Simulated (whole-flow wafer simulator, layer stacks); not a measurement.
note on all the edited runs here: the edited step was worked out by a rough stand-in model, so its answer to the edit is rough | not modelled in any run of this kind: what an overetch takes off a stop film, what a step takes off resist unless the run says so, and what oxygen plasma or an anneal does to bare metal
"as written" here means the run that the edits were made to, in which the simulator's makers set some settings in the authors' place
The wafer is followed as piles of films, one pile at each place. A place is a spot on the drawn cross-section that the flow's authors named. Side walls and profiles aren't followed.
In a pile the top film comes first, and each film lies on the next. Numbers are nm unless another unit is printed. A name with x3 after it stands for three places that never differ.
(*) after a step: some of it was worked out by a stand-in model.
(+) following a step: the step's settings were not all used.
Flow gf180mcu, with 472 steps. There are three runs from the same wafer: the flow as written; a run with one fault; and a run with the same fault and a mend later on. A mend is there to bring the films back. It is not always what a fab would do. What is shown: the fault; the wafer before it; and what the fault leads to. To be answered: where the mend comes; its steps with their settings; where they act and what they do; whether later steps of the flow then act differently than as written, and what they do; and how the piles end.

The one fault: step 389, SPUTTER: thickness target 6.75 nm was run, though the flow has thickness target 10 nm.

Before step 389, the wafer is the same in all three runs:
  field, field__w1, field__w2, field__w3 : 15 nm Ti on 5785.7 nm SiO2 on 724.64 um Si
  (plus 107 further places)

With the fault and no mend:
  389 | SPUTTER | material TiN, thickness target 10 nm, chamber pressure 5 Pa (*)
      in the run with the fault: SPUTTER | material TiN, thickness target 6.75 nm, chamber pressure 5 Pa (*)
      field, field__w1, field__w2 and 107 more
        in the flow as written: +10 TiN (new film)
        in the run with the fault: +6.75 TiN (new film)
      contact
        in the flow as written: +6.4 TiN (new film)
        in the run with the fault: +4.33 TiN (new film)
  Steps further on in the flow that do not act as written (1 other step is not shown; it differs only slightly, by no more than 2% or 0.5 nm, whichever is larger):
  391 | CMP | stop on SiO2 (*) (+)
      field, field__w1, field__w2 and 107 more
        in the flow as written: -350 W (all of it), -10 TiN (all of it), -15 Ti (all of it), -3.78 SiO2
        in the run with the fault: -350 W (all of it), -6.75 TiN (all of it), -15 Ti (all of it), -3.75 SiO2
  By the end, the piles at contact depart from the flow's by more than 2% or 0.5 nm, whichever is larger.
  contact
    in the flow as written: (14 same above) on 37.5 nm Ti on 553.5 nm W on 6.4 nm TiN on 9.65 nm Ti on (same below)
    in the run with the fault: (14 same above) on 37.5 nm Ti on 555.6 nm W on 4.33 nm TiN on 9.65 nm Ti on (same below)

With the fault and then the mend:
  After step 389 comes the mend.
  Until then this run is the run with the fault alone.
  389a | SPUTTER | material TiN, thickness target 3.25 nm, chamber pressure 5 Pa (*) (the flow's step 389 again, with other settings)
      field, field__w1, field__w2 and 107 more
        +3.25 TiN
      contact
        +2.08 TiN
  None of the later steps of the flow acts differently than as written at any place that is followed.
  By the end, the piles equal the flow's at every place that both follow.
